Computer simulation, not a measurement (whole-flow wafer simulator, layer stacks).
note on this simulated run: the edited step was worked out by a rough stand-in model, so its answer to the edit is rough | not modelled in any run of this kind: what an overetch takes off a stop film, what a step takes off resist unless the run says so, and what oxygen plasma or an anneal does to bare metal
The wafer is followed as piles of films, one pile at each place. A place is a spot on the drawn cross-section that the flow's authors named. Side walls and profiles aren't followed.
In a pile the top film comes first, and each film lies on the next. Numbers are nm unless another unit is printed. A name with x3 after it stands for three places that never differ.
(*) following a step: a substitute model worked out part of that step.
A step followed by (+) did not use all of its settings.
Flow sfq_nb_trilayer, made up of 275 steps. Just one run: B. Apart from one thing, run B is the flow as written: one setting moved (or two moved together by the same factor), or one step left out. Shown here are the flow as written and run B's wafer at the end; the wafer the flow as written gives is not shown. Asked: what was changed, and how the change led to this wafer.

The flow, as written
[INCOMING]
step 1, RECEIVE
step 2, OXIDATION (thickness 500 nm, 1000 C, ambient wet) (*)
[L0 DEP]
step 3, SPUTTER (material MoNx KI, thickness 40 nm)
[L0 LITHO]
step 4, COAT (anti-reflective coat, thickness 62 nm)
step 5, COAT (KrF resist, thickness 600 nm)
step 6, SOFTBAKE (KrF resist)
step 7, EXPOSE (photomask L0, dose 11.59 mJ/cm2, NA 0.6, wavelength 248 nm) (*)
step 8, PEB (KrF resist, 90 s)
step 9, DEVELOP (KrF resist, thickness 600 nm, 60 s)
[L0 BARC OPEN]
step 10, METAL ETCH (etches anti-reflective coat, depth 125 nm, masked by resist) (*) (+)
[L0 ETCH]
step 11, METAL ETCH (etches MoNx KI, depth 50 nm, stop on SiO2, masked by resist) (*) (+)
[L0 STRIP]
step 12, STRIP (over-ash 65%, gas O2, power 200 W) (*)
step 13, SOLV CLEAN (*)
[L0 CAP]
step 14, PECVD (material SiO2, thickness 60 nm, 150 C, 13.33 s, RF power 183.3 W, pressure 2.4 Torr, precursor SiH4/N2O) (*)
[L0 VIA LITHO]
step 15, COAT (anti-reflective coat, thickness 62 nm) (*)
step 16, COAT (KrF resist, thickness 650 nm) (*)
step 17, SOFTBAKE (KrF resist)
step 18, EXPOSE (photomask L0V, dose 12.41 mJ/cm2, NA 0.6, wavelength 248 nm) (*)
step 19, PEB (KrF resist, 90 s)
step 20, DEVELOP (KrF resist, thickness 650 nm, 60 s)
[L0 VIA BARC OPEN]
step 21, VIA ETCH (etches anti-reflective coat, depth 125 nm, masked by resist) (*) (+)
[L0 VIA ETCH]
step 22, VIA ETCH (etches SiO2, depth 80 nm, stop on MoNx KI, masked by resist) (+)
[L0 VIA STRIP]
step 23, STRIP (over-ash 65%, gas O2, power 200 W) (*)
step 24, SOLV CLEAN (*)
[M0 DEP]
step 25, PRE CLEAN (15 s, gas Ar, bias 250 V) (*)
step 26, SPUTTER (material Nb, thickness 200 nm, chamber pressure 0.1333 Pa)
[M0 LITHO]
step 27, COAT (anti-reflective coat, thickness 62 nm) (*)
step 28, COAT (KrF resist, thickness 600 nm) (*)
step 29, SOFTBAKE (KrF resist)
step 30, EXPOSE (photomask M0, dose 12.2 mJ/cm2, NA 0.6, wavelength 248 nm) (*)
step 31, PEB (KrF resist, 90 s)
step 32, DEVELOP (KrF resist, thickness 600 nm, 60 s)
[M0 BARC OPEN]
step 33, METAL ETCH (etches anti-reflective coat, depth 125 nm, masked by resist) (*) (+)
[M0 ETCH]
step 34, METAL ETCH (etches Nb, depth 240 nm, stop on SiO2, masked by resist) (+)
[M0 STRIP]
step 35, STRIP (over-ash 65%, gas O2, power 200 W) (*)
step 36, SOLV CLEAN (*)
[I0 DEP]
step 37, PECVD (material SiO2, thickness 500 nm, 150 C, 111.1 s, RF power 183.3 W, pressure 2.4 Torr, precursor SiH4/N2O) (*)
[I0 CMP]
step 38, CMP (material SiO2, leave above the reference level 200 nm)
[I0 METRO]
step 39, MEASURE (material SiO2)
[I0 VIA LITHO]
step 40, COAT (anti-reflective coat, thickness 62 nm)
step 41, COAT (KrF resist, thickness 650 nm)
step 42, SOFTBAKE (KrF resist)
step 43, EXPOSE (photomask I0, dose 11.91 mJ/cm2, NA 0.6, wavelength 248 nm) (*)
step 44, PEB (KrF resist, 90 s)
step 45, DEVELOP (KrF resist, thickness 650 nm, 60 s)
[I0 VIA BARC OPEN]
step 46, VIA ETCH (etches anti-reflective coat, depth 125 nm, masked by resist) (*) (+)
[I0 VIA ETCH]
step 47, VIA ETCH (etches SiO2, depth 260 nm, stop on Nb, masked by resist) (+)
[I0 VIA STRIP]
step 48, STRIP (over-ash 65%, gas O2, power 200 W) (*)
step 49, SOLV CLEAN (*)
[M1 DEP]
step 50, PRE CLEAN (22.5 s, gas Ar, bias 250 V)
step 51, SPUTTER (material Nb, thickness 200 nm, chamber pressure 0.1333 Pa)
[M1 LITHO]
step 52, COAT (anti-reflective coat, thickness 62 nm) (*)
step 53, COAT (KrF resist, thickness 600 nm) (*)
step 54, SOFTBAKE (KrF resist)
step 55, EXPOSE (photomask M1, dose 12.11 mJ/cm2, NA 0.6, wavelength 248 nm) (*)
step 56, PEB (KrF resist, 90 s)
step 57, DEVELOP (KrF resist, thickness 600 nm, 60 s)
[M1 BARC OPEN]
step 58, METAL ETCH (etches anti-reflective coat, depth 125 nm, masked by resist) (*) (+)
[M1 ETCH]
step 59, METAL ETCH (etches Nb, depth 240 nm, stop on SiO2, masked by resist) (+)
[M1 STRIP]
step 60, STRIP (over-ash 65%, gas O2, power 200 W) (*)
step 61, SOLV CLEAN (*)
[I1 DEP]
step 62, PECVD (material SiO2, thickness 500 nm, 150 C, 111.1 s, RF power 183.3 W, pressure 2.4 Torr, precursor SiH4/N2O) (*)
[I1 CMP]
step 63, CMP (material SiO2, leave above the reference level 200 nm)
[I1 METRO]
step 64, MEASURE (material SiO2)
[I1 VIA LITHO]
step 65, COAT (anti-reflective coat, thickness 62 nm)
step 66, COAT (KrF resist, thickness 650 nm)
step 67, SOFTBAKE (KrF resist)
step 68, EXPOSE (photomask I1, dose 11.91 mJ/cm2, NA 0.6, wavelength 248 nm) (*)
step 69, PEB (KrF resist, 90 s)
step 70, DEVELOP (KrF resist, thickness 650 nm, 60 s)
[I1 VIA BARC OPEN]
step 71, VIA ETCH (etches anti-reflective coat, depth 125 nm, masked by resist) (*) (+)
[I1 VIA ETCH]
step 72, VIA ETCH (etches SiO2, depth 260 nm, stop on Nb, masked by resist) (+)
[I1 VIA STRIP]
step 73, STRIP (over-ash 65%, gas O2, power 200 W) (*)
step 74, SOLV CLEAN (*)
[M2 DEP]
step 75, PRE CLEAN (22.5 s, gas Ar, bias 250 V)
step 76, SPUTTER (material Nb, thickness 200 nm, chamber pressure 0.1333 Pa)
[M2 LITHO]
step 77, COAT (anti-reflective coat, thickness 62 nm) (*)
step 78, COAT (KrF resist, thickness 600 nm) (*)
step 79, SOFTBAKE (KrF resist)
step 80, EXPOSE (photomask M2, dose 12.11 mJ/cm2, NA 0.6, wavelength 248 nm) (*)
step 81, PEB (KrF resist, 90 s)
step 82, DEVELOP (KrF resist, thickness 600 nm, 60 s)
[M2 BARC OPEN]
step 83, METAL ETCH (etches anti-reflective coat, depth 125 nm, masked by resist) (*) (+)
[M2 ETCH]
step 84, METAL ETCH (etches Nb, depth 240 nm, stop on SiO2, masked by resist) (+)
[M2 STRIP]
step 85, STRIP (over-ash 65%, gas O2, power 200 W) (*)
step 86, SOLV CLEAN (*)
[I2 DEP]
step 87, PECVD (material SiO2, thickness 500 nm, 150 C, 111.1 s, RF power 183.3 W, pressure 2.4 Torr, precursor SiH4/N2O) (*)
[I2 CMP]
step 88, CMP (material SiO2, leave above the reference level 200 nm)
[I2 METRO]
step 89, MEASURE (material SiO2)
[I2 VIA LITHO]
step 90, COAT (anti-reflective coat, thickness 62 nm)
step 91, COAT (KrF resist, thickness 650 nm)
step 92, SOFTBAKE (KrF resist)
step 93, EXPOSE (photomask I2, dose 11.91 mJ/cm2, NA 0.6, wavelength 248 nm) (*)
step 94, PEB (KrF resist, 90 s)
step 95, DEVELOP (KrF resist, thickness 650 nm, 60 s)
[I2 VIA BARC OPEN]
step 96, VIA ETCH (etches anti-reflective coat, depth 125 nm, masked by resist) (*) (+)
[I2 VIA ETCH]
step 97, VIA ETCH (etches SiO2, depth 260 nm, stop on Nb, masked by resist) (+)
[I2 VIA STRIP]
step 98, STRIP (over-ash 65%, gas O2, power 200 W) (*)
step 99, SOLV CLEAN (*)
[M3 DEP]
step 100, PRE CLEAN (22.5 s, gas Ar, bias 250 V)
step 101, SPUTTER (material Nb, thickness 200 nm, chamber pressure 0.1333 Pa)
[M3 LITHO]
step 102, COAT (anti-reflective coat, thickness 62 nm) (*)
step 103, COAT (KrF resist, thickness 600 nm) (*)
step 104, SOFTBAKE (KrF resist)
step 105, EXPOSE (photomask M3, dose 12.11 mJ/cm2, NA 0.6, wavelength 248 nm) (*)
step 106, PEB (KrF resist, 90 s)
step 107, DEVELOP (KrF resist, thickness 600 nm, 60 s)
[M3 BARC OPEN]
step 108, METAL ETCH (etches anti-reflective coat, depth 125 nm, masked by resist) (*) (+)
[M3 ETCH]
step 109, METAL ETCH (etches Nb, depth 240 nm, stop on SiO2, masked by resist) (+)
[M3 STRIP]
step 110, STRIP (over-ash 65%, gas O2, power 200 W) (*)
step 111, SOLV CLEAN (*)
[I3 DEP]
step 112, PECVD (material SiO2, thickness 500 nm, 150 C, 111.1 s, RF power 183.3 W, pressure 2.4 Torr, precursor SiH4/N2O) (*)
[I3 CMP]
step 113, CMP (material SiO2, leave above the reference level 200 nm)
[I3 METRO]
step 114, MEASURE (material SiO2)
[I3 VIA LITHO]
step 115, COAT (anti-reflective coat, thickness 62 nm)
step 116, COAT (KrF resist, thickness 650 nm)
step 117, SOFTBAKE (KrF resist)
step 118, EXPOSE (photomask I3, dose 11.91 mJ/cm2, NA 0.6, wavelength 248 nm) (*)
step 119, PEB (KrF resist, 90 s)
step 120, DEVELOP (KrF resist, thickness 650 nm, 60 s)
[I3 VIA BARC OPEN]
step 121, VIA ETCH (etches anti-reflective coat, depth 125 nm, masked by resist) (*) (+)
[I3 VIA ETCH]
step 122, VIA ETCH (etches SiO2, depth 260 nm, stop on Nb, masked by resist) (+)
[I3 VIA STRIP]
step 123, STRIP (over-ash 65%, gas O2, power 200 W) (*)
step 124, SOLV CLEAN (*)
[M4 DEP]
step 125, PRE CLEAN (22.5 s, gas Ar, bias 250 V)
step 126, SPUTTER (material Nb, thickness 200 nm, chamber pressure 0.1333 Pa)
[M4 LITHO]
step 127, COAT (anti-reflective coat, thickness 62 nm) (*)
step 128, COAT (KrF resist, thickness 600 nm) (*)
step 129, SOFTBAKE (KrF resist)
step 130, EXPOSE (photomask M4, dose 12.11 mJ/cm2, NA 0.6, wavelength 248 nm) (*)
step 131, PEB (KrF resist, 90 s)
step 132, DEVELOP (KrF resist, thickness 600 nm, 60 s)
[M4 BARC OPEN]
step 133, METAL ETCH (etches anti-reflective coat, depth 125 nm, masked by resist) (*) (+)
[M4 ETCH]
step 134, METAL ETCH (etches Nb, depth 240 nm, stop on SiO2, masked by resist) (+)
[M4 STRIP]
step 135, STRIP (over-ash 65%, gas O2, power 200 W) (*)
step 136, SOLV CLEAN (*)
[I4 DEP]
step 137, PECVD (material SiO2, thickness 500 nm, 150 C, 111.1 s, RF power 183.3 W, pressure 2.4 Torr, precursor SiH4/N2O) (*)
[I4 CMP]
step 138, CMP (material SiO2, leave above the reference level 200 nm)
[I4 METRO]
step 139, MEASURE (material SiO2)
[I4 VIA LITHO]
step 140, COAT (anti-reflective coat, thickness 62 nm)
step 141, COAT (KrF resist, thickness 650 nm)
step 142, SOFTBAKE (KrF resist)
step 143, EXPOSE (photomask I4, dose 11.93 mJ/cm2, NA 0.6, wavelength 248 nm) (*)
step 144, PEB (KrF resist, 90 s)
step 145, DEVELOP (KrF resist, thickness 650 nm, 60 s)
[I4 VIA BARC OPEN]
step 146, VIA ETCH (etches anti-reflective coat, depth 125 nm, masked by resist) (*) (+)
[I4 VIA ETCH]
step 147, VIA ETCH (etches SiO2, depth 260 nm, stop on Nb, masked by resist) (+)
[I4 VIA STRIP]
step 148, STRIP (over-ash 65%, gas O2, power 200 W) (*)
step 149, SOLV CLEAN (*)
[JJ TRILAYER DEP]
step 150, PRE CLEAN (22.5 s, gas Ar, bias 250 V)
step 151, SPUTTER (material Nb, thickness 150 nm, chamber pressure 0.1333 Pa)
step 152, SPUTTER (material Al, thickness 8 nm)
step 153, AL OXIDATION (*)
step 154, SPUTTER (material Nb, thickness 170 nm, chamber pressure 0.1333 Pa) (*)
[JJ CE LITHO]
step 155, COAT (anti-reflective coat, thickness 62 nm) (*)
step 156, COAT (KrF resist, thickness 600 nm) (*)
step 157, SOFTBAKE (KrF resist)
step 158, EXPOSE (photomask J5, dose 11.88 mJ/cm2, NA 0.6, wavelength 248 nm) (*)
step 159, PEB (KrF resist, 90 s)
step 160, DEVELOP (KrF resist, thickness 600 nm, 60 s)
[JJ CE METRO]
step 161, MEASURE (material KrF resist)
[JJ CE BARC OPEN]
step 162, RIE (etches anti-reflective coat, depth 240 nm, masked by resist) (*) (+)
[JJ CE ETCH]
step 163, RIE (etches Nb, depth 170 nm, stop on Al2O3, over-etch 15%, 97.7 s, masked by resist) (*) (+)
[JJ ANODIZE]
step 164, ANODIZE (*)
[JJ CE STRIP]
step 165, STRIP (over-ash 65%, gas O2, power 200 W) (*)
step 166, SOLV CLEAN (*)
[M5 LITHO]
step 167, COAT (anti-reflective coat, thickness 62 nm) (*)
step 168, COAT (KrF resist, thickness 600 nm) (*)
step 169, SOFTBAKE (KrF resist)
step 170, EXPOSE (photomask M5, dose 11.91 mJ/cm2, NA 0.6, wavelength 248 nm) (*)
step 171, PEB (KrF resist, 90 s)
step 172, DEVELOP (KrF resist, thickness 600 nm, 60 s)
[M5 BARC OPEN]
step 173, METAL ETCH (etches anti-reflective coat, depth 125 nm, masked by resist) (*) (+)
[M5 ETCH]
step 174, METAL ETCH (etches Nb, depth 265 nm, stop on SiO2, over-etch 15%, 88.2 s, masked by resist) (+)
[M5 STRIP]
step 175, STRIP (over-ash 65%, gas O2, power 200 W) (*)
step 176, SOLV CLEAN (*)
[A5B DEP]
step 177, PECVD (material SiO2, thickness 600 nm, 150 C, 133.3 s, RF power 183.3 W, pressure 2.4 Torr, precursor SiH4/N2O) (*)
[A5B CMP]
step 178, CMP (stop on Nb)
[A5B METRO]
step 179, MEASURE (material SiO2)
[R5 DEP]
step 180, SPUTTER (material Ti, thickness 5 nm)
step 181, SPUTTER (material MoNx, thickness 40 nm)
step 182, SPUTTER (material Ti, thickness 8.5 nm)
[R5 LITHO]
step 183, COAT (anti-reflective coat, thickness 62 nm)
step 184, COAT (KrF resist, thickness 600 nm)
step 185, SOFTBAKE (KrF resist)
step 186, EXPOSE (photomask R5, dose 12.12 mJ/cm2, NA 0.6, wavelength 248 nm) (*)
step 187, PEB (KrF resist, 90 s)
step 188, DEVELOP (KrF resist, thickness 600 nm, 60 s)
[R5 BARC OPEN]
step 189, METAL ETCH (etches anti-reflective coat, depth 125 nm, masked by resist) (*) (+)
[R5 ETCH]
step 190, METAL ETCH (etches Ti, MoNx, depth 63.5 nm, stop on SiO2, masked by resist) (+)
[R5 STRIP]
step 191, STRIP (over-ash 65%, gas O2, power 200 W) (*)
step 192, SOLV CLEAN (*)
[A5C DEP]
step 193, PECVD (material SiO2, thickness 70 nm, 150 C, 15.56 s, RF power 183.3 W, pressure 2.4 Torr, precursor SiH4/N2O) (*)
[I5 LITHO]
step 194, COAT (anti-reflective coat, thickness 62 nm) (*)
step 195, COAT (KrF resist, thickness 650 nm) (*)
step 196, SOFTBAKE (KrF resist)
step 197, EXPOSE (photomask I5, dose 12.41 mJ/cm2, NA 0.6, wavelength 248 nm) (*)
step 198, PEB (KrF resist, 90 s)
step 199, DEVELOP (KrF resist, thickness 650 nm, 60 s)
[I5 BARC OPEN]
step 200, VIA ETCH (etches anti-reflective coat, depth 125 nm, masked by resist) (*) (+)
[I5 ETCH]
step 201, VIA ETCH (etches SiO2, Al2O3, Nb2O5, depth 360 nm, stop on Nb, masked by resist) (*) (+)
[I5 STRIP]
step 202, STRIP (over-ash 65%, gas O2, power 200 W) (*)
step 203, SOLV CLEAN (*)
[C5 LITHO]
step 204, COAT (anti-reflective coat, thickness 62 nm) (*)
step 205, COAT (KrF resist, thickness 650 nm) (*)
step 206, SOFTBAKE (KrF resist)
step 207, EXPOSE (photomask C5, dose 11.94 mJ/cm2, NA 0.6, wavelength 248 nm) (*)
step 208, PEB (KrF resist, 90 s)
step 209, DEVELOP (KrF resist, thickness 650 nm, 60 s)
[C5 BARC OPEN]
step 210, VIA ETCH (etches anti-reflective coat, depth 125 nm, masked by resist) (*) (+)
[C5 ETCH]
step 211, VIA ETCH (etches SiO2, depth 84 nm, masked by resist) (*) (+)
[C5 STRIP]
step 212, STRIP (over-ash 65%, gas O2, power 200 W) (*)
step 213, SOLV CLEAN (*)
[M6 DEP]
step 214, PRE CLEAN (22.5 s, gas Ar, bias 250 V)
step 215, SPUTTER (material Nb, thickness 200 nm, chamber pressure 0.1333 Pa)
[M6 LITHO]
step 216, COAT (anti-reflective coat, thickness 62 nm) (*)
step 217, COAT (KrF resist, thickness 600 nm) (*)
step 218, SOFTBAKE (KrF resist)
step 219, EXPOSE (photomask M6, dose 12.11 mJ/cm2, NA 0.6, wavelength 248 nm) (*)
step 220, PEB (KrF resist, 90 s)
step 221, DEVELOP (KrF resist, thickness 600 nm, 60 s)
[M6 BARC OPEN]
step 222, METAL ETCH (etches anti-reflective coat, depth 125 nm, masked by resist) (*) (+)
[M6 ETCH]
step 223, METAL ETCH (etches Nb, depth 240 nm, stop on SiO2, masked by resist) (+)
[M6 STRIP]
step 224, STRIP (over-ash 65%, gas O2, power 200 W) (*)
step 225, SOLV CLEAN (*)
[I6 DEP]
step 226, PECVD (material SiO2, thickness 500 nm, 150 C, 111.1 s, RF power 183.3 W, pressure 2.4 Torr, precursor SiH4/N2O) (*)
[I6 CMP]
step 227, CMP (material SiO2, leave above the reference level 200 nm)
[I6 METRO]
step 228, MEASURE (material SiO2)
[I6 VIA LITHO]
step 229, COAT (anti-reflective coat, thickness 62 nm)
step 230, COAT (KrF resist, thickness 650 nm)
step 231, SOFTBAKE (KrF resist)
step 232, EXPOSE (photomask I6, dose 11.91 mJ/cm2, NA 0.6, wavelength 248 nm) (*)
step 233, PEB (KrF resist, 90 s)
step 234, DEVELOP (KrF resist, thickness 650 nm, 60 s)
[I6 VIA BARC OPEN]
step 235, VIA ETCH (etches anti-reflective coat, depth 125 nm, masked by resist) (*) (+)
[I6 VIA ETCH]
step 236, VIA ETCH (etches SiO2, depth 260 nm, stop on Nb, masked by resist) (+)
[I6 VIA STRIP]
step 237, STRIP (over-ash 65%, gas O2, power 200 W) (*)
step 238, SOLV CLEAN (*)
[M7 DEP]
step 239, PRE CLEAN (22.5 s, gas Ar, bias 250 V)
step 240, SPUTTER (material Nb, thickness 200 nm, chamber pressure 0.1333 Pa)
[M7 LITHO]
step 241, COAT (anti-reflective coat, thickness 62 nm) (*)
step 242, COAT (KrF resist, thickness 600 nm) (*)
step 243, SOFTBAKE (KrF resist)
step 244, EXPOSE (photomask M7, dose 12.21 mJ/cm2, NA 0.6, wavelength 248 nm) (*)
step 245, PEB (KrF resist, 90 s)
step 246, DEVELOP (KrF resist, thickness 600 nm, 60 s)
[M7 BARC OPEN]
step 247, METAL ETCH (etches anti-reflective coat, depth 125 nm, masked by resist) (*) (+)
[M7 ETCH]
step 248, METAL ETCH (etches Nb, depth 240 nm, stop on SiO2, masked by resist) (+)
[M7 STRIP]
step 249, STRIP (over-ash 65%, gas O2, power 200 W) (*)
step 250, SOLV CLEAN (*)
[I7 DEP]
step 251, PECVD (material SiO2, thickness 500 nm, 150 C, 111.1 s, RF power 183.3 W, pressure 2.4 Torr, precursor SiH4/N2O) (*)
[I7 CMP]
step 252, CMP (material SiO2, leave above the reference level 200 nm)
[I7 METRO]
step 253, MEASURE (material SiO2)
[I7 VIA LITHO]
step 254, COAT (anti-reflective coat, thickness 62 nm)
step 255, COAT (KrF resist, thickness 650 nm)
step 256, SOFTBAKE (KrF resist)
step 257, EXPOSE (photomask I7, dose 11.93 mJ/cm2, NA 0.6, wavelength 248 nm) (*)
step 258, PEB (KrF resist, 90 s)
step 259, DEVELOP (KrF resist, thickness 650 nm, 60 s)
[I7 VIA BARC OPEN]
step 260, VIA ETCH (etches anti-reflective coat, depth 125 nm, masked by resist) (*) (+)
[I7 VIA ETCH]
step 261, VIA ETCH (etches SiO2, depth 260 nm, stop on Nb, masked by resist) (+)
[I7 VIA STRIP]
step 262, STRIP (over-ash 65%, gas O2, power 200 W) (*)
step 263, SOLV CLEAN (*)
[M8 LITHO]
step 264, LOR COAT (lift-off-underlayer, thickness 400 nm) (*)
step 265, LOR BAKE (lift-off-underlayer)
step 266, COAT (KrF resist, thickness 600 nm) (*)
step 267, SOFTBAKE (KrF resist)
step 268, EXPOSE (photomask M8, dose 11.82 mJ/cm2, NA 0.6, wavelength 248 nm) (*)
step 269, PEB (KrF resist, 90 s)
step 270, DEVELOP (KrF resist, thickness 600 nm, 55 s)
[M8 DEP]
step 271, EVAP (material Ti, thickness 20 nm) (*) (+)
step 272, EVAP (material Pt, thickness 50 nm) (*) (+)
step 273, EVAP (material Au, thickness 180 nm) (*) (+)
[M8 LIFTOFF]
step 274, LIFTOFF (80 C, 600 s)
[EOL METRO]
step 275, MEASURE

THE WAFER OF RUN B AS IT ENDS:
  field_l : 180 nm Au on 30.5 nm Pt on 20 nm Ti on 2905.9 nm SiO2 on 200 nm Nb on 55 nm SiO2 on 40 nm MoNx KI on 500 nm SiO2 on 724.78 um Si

Cause: step 272, EVAP: thickness 30.5 nm was run, though the flow has thickness 50 nm.
One can read it off the wafer: field_l has Pt 30.5, and step 272 as written asks for 50 nm.

The path from the change to this, step by step:
  step 272, EVAP (material Pt, thickness 50 nm) (*) (+)
      field_l, v_sur, via_wl and 103 more: +30.5 Pt (new film) (it would be, as written: +50 Pt (new film))
  step 274, LIFTOFF (80 C, 600 s)
      p4_fl, p4_fm, p4_w1 and 71 more: -180 Au (all of it), -30.5 Pt (all of it), -20 Ti (all of it), -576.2 KrF resist (all of it), -400 lift-off-underlayer (all of it) (it would be, as written: -180 Au (all of it), -50 Pt (all of it), -20 Ti (all of it), -576.2 KrF resist (all of it), -400 lift-off-underlayer (all of it))
      c5j, ce_r: -180 Au (all of it), -30.5 Pt (all of it), -20 Ti (all of it), -573.3 KrF resist (all of it), -399.3 lift-off-underlayer (all of it) (it would be, as written: -180 Au (all of it), -50 Pt (all of it), -20 Ti (all of it), -573.3 KrF resist (all of it), -399.3 lift-off-underlayer (all of it))
      (also at 19 further places)
